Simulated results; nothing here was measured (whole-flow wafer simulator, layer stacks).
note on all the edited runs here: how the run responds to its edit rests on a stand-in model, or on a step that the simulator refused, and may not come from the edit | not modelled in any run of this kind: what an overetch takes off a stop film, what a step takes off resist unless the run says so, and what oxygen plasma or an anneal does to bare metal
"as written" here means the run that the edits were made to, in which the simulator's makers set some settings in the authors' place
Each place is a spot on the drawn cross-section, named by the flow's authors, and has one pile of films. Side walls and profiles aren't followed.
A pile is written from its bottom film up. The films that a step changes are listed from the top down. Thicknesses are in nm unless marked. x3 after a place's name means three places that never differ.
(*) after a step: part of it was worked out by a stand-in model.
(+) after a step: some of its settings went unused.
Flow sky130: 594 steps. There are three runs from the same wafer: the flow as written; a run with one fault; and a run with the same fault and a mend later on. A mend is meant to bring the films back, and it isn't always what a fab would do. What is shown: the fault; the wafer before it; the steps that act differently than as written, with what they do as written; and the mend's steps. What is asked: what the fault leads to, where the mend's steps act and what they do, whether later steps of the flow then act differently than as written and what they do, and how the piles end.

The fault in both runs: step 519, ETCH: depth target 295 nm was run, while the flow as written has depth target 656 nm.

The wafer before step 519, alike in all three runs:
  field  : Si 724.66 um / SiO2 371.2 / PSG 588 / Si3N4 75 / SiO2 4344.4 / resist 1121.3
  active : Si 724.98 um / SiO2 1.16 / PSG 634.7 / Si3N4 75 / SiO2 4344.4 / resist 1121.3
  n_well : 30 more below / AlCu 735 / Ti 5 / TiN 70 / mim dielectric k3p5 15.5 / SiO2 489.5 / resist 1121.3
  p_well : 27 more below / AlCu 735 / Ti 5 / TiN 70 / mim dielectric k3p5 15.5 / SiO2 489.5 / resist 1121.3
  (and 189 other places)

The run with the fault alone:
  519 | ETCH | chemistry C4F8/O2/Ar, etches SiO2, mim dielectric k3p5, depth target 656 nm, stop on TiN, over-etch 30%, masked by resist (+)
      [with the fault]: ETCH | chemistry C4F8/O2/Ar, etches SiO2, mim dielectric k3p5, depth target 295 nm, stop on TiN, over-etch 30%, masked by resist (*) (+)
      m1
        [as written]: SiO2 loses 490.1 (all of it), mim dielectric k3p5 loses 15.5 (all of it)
        [with the fault]: SiO2 loses 295
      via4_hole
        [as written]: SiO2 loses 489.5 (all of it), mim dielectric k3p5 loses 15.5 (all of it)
        [with the fault]: SiO2 loses 295
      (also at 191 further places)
  Steps later in the flow that act otherwise than as written (1 other step is not shown; it differs only slightly, by no more than 2% or 0.5 nm, whichever is larger):
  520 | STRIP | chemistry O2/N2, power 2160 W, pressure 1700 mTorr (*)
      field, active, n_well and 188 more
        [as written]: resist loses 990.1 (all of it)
        [with the fault]: resist loses 1062.3 (all of it)
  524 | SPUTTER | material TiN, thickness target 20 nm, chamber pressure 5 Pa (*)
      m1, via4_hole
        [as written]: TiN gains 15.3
        [with the fault]: TiN gains 16.8 (new film)
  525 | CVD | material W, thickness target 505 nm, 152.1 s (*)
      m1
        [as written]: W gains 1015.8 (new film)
        [with the fault]: W gains 606.4 (new film)
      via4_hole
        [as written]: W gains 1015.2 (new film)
        [with the fault]: W gains 608.1 (new film)
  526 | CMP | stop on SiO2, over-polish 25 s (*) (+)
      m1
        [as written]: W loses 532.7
        [with the fault]: W loses 335.9
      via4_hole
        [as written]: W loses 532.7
        [with the fault]: W loses 337.7
  The piles end different from the flow's at m1, via4_hole by more than 2% or 0.5 nm, whichever is larger.
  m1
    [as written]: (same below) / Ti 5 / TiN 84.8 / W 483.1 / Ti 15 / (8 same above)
    [with the fault]: (same below) / Ti 5 / TiN 70 / mim dielectric k3p5 15.5 / SiO2 195.1 / TiN 16.8 / W 270.5 / Ti 15 / (8 same above)
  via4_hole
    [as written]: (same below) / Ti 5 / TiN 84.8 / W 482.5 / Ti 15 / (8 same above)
    [with the fault]: (same below) / Ti 5 / TiN 70 / mim dielectric k3p5 15.5 / SiO2 194.5 / TiN 16.8 / W 270.5 / Ti 15 / (8 same above)

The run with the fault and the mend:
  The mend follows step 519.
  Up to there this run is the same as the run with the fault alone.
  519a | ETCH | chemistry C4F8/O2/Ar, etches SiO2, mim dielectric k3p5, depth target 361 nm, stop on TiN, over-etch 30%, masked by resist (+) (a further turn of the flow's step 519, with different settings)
      field, active, n_well and 188 more
        resist loses 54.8
      m1
        SiO2 loses 195.1 (all of it), mim dielectric k3p5 loses 15.5 (all of it)
      via4_hole
        SiO2 loses 194.5 (all of it), mim dielectric k3p5 loses 15.5 (all of it)
  Later steps of the flow that are run all act as written at every place that is followed, up to a difference of at most 2% or 0.5 nm, whichever is larger.
  At every place that both follow, the piles at the end match the flow's.
